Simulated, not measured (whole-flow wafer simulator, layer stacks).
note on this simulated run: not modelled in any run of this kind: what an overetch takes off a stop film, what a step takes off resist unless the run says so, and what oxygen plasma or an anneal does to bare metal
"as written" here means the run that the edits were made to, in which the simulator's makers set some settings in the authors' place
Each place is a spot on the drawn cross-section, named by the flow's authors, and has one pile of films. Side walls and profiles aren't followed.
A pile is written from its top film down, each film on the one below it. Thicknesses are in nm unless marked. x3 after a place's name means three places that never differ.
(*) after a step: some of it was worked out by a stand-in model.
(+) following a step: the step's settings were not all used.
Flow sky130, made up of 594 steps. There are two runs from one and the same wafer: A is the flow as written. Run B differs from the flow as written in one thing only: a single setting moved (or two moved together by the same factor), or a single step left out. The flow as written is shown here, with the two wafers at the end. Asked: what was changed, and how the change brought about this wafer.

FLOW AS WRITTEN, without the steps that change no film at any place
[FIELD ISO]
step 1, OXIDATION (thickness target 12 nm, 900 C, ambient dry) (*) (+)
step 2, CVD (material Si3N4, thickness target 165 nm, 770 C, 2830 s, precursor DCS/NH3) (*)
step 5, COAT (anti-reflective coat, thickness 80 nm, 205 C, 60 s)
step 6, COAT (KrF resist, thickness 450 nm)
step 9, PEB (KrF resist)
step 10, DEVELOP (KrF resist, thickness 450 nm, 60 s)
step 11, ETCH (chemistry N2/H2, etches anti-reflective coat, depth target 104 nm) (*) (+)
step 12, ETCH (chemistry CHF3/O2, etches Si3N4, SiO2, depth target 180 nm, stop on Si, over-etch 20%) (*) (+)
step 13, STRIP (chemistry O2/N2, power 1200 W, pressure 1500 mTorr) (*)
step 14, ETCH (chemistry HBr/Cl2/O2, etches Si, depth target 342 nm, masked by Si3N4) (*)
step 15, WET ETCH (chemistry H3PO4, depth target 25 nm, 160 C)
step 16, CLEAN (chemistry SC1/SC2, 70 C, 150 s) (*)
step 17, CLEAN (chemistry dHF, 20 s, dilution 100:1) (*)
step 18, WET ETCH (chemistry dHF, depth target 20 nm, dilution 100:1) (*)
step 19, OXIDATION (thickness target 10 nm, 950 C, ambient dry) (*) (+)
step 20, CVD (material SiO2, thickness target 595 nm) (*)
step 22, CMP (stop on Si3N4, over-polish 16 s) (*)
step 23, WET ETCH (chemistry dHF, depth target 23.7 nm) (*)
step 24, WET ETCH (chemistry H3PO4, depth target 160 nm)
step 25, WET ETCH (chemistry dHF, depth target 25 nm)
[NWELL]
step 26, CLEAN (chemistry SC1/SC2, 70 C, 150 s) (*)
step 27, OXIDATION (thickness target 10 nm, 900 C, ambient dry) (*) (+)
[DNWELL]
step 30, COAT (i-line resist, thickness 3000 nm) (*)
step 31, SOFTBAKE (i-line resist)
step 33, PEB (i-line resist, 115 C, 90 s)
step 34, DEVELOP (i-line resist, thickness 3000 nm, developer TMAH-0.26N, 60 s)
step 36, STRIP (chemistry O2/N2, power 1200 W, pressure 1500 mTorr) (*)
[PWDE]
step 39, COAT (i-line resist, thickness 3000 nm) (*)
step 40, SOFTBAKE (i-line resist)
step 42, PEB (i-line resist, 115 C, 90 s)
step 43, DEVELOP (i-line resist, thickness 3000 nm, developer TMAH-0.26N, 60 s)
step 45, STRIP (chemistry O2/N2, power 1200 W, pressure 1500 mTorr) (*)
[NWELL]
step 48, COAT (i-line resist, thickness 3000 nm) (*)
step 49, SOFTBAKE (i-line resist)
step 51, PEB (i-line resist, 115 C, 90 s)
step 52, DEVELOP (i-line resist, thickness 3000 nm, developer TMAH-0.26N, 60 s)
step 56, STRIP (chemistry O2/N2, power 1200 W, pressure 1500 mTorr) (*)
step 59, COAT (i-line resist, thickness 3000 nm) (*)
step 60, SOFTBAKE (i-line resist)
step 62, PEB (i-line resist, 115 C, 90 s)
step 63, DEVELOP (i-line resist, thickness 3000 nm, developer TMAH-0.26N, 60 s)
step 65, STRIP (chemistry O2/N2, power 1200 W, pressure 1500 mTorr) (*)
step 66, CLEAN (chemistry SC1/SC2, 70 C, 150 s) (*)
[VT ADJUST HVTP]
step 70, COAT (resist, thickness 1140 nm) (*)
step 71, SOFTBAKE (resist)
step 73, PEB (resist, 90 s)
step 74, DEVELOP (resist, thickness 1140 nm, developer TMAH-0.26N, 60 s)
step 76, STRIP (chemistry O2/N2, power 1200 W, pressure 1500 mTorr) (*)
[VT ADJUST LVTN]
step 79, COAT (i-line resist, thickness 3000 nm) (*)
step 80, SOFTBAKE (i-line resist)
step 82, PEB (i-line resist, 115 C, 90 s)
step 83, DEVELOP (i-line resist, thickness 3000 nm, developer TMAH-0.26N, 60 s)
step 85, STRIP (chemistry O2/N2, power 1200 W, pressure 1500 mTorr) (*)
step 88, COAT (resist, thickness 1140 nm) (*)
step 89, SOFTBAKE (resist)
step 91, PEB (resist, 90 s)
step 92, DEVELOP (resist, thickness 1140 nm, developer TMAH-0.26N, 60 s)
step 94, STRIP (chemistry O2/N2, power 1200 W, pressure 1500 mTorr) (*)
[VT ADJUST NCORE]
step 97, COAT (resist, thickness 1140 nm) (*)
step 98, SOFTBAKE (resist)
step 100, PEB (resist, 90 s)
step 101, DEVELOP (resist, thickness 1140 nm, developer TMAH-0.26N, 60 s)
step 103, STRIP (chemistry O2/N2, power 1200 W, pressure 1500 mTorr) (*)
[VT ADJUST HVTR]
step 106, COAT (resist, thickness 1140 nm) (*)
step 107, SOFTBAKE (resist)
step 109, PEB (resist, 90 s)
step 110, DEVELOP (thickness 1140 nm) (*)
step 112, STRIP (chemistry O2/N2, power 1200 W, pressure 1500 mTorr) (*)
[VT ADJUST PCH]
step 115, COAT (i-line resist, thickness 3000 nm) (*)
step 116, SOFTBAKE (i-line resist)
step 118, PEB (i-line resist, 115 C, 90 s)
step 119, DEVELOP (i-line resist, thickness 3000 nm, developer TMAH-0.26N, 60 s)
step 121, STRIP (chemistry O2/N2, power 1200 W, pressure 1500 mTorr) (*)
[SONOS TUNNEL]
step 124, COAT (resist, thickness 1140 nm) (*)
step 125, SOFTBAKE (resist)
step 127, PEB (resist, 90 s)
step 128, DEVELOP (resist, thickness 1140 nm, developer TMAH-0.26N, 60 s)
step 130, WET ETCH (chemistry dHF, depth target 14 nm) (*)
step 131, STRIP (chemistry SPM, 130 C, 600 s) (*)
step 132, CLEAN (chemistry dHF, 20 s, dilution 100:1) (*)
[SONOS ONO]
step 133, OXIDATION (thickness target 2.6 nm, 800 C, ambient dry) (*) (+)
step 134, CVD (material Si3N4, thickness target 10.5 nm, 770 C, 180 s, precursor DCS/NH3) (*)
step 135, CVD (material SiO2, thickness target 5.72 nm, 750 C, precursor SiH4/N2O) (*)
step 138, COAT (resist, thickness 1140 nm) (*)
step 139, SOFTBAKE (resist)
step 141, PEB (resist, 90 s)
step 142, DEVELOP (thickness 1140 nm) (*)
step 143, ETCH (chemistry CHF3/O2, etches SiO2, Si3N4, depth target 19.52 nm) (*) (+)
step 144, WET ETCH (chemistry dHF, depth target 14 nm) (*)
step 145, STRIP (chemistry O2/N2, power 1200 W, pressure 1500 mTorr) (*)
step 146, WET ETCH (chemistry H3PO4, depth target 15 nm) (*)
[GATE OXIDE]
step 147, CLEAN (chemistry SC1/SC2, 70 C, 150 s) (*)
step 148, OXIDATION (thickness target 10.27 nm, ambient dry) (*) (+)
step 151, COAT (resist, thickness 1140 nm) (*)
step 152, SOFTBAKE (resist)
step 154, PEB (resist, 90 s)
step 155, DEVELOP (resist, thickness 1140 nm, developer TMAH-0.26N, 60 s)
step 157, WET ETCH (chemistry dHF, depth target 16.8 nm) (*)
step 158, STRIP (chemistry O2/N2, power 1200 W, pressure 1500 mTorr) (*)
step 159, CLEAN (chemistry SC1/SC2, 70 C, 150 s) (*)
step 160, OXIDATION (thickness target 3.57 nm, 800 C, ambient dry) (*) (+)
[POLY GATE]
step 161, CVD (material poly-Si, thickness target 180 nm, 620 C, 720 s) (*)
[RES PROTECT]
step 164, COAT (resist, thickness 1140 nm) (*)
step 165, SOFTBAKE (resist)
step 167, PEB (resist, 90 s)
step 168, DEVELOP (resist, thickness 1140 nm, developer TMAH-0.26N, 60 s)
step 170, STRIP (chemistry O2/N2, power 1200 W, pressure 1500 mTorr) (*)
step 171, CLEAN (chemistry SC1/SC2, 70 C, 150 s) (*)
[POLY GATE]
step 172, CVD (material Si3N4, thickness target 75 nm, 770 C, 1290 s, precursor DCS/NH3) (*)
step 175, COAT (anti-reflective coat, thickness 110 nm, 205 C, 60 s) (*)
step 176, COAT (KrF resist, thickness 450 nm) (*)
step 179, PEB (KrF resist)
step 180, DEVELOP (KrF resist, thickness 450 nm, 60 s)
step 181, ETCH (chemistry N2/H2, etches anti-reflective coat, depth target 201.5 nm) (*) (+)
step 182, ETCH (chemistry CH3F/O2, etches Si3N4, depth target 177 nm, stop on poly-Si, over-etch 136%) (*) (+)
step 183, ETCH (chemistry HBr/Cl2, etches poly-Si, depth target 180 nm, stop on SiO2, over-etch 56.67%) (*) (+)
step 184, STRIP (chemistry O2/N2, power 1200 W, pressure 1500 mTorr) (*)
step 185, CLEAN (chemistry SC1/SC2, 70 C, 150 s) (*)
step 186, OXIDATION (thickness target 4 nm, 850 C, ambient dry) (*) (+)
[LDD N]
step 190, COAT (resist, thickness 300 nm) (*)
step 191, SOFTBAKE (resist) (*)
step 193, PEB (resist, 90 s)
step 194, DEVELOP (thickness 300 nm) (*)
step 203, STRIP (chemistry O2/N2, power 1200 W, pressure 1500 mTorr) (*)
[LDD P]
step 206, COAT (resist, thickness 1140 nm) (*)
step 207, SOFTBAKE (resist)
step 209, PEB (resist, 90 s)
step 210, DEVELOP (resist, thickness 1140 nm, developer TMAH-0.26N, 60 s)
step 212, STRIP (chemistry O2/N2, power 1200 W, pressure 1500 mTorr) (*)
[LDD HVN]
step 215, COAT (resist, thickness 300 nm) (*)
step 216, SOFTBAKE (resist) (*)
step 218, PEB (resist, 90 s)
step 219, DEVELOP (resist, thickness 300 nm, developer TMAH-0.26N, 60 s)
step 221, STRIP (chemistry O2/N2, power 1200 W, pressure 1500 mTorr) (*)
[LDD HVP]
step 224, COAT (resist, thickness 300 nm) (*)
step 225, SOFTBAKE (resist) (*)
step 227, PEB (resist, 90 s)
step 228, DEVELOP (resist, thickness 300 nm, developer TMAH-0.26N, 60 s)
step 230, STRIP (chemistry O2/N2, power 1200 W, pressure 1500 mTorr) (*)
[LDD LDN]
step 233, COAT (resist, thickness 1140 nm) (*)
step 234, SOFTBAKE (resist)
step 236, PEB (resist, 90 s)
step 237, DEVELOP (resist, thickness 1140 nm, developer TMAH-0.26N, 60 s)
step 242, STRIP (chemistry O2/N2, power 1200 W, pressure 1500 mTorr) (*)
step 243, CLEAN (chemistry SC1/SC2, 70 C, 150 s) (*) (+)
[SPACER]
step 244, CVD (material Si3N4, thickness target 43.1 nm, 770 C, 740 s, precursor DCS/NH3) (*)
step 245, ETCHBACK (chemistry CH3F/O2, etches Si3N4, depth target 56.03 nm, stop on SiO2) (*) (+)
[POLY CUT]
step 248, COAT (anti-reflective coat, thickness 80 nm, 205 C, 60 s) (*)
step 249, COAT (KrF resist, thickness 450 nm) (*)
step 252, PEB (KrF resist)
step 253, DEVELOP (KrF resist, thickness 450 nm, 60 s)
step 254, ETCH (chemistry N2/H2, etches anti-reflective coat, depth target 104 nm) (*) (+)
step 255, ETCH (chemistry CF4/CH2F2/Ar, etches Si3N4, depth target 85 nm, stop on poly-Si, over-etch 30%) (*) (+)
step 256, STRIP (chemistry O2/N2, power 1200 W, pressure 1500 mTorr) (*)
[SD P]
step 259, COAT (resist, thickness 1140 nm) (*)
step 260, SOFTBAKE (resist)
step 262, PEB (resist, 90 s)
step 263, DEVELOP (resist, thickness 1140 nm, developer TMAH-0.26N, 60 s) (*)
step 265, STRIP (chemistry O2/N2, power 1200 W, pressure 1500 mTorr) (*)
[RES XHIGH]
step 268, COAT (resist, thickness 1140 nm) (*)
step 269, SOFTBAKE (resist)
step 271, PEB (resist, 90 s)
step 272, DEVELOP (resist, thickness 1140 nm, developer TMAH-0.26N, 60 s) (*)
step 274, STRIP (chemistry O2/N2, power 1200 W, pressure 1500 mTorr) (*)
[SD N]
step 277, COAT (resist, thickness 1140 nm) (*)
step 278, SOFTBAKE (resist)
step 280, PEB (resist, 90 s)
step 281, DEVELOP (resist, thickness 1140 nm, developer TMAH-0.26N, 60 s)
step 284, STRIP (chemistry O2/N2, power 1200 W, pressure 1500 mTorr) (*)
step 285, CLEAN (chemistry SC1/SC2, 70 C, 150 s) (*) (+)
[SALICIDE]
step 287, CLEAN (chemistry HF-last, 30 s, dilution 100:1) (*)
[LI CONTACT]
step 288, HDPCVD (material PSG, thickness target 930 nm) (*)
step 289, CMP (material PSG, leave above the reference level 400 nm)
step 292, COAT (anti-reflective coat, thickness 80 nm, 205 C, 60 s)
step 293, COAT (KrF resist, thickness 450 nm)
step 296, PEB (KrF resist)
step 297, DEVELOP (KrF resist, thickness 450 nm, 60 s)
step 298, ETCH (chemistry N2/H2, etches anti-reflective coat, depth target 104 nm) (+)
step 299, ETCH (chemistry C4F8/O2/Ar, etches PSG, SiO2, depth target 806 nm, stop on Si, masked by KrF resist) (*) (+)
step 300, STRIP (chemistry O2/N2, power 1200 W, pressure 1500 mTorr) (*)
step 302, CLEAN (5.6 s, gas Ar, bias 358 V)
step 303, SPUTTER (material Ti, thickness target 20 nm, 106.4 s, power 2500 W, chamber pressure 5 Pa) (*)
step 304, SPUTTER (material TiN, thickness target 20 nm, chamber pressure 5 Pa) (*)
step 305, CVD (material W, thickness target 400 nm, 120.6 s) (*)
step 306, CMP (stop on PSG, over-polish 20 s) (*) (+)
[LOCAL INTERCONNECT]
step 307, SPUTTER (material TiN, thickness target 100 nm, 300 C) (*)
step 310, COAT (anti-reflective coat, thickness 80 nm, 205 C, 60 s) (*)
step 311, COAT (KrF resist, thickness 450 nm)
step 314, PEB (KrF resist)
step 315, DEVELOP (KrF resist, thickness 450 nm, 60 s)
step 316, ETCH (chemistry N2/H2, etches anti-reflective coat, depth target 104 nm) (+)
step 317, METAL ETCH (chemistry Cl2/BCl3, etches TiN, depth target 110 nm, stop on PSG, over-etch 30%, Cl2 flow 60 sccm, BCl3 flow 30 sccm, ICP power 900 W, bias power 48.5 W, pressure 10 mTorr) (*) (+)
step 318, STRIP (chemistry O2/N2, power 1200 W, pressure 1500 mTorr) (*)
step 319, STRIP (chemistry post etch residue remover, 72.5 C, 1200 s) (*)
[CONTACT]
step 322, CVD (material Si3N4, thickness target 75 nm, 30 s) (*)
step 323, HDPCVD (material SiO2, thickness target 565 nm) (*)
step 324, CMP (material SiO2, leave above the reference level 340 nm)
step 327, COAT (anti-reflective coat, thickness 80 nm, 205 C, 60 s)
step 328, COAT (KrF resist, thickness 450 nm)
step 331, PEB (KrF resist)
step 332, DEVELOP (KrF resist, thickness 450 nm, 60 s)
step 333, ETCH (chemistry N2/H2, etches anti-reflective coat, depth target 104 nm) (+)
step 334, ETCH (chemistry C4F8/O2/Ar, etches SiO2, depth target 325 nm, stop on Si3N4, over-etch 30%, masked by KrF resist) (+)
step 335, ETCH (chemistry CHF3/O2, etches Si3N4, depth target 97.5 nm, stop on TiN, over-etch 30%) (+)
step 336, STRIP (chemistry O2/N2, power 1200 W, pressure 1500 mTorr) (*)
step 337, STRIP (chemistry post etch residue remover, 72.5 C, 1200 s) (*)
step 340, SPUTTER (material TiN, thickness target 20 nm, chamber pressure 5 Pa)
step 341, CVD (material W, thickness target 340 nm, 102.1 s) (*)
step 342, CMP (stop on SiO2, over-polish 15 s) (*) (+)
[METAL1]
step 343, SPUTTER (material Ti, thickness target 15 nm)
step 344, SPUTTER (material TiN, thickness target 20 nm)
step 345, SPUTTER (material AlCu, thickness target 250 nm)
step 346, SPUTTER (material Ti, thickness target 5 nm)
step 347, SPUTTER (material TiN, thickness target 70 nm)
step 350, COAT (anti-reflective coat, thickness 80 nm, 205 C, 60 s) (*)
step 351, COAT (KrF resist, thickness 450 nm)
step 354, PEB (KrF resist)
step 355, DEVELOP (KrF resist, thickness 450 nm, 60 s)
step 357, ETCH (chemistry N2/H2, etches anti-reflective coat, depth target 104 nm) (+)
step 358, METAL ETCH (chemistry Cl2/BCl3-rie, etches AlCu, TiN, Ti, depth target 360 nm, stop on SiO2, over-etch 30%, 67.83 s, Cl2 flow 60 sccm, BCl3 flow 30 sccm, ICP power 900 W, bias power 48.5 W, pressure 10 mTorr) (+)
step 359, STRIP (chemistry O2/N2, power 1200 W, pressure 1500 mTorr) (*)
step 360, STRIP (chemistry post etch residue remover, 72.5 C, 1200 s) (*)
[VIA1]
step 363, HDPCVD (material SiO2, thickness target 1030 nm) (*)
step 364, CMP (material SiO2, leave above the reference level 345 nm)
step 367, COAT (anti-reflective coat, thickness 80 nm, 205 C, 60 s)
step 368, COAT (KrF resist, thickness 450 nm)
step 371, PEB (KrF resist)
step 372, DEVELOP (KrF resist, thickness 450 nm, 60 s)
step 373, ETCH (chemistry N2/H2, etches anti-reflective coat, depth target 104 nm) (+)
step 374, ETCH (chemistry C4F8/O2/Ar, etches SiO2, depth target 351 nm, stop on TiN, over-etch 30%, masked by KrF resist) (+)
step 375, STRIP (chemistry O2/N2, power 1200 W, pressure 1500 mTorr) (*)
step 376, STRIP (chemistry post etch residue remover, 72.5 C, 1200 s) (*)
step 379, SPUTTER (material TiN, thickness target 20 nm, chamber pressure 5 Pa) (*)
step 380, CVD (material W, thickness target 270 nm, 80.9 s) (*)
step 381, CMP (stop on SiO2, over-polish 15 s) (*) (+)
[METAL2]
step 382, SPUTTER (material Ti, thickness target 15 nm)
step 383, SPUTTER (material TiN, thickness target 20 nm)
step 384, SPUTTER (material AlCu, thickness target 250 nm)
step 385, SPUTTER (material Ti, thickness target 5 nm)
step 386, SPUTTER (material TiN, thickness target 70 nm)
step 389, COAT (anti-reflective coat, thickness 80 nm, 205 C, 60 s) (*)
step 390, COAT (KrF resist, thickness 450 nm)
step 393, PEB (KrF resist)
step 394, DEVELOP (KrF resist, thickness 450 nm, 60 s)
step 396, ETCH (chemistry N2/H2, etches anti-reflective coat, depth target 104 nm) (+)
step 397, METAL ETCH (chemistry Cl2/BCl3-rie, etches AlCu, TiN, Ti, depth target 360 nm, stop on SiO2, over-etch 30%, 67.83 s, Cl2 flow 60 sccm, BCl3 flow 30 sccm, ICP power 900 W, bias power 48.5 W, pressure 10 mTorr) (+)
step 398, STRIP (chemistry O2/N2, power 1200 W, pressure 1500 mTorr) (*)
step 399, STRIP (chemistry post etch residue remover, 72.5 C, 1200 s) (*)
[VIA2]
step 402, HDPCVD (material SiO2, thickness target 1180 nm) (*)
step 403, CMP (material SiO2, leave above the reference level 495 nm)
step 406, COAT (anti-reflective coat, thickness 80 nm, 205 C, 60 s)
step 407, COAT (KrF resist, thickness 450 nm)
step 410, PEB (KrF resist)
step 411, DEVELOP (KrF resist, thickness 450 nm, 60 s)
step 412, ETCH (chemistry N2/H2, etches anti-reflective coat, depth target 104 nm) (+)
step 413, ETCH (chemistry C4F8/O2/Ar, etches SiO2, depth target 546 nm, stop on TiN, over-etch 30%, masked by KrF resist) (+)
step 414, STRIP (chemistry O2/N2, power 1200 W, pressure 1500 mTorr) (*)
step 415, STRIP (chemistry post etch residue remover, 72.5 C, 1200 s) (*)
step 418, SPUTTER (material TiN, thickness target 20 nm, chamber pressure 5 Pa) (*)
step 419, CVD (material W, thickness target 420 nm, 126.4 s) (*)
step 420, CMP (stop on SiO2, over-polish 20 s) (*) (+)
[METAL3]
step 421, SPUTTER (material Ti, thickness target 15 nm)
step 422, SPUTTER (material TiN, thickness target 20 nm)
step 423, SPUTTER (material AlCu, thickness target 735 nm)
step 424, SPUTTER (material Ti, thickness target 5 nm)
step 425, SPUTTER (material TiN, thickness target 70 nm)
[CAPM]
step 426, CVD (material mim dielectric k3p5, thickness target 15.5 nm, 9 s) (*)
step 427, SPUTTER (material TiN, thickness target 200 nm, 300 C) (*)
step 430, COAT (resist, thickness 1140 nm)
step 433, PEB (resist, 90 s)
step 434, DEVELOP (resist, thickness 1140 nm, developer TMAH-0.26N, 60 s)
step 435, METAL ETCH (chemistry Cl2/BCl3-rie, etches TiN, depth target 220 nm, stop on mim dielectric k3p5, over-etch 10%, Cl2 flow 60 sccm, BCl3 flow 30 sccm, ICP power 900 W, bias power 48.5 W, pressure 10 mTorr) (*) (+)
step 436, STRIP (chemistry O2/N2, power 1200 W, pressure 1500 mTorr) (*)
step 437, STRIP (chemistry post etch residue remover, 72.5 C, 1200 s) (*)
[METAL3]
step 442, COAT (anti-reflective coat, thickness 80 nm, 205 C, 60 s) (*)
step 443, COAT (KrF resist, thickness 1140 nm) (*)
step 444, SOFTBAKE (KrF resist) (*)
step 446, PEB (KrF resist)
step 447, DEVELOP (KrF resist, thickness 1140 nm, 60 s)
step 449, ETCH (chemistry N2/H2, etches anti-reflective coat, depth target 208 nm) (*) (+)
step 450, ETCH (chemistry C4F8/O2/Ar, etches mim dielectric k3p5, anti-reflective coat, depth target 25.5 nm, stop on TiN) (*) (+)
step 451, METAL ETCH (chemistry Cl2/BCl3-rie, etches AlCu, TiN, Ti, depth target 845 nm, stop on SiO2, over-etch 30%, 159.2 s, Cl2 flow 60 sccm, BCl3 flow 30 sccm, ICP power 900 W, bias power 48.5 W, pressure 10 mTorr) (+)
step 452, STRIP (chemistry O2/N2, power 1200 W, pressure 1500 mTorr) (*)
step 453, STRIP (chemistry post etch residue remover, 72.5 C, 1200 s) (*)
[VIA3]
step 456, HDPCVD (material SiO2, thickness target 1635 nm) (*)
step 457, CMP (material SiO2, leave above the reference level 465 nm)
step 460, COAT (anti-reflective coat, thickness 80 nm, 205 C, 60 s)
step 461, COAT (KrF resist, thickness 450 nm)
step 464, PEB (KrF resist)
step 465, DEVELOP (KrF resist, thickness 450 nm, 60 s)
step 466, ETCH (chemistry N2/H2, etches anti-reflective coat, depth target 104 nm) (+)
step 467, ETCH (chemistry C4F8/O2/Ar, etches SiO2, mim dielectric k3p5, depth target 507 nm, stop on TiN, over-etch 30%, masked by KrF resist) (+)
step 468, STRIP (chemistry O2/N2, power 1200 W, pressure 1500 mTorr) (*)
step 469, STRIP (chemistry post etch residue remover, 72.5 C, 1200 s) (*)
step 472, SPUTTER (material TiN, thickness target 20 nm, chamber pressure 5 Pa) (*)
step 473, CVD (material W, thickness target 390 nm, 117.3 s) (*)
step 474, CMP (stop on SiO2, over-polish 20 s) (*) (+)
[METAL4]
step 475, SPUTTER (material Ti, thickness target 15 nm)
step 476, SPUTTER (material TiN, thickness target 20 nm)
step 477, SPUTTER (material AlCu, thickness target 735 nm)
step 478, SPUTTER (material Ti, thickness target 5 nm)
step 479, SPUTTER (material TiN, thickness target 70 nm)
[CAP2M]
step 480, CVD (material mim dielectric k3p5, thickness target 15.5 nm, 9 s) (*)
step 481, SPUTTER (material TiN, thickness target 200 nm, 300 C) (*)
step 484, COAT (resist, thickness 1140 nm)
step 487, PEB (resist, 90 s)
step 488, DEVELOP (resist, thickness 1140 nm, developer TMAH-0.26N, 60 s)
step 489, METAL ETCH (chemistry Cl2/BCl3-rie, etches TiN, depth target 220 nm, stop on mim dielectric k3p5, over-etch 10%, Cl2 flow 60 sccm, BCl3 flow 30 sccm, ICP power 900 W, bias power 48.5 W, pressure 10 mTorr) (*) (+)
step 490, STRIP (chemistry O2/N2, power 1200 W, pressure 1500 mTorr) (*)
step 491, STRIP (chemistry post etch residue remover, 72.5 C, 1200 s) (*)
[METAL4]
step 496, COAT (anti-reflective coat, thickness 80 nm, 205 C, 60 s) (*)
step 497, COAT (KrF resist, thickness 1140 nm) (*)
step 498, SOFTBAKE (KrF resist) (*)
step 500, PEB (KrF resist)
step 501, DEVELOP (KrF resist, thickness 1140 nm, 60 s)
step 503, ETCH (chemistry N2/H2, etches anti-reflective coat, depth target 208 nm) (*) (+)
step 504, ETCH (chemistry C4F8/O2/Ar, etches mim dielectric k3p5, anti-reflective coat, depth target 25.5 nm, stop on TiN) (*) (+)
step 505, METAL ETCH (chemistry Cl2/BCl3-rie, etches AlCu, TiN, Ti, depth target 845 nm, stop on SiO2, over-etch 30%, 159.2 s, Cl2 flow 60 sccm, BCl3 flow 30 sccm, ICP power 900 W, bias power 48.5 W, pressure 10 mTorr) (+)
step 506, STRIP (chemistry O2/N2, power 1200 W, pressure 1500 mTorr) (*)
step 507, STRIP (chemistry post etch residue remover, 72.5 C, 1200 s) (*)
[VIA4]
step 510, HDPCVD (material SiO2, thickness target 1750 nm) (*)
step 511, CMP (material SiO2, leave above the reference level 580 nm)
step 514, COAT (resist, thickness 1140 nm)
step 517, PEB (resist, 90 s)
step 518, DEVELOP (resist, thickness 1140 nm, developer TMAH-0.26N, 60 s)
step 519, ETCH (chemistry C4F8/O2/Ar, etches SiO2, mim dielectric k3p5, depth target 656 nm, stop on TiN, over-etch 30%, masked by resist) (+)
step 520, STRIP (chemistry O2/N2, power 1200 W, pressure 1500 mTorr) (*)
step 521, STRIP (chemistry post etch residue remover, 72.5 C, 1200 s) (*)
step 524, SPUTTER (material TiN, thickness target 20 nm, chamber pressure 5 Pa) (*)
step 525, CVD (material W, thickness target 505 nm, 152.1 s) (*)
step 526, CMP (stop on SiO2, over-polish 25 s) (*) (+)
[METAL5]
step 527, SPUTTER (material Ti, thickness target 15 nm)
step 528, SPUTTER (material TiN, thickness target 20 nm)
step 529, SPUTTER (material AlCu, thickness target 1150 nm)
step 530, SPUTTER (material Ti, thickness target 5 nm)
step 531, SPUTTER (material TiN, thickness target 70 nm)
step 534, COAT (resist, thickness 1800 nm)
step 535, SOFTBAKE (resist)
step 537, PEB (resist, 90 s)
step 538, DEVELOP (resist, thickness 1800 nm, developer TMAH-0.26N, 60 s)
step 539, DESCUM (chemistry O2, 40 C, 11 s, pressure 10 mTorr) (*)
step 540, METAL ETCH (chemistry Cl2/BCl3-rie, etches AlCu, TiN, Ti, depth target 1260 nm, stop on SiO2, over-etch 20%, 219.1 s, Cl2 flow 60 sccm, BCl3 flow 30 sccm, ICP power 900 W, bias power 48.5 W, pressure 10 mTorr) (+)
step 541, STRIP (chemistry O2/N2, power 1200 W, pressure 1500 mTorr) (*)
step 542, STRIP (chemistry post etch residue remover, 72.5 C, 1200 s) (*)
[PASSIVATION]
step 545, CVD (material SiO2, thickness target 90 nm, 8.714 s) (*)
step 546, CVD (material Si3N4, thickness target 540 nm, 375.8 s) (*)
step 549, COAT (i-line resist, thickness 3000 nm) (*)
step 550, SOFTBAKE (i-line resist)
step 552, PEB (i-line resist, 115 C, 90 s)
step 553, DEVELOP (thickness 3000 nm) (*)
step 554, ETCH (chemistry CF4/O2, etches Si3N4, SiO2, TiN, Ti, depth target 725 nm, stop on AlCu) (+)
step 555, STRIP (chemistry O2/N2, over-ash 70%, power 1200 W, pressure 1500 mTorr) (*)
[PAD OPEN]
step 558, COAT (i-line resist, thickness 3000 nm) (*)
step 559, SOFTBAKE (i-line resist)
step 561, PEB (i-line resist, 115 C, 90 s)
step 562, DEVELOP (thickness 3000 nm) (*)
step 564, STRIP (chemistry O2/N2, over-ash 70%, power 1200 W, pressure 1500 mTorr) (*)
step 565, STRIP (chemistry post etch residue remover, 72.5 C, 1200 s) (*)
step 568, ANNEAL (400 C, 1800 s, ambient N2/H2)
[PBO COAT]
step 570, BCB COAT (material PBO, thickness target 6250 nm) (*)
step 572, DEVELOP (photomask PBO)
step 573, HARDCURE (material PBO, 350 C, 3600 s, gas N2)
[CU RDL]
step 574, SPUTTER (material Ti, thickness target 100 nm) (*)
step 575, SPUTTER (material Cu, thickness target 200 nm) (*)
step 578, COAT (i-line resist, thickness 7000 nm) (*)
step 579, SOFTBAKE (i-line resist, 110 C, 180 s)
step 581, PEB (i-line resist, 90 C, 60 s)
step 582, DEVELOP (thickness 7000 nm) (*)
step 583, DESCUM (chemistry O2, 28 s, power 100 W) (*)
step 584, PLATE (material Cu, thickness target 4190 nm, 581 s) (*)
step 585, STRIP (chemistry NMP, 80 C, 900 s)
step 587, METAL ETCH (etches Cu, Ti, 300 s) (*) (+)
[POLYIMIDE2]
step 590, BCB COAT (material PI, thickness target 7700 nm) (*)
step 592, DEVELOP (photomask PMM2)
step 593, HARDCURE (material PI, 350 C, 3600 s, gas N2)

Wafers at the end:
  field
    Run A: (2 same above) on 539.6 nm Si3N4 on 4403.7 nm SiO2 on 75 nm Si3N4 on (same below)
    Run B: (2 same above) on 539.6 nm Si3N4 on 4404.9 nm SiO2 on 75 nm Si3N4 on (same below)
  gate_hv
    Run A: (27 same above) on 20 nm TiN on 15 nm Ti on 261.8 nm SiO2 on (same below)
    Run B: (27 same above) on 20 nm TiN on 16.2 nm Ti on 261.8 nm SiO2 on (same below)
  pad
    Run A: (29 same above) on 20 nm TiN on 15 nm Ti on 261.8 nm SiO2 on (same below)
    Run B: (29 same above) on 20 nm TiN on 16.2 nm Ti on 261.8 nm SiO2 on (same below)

The reason: step 343, SPUTTER: thickness target 16.2 nm was run, while the flow as written has thickness target 15 nm.
The wafer lets one read it off: gate_hv has Ti 16.2, and step 343 as written asks for 15 nm.

How this came from the change, step by step:
  step 343, SPUTTER (material Ti, thickness target 15 nm)
      field, active, n_well and 188 more: A +15 Ti (new film) | B +16.2 Ti (new film)
  step 358, METAL ETCH (chemistry Cl2/BCl3-rie, etches AlCu, TiN, Ti, depth target 360 nm, stop on SiO2, over-etch 30%, 67.83 s, Cl2 flow 60 sccm, BCl3 flow 30 sccm, ICP power 900 W, bias power 48.5 W, pressure 10 mTorr) (+)
      field, active, gate and 81 more: A -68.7 TiN (all of it), -5 Ti (all of it), -250 AlCu (all of it), -20 TiN (all of it), -15 Ti (all of it), -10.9 SiO2 | B -68.7 TiN (all of it), -5 Ti (all of it), -250 AlCu (all of it), -20 TiN (all of it), -16.2 Ti (all of it), -10.8 SiO2
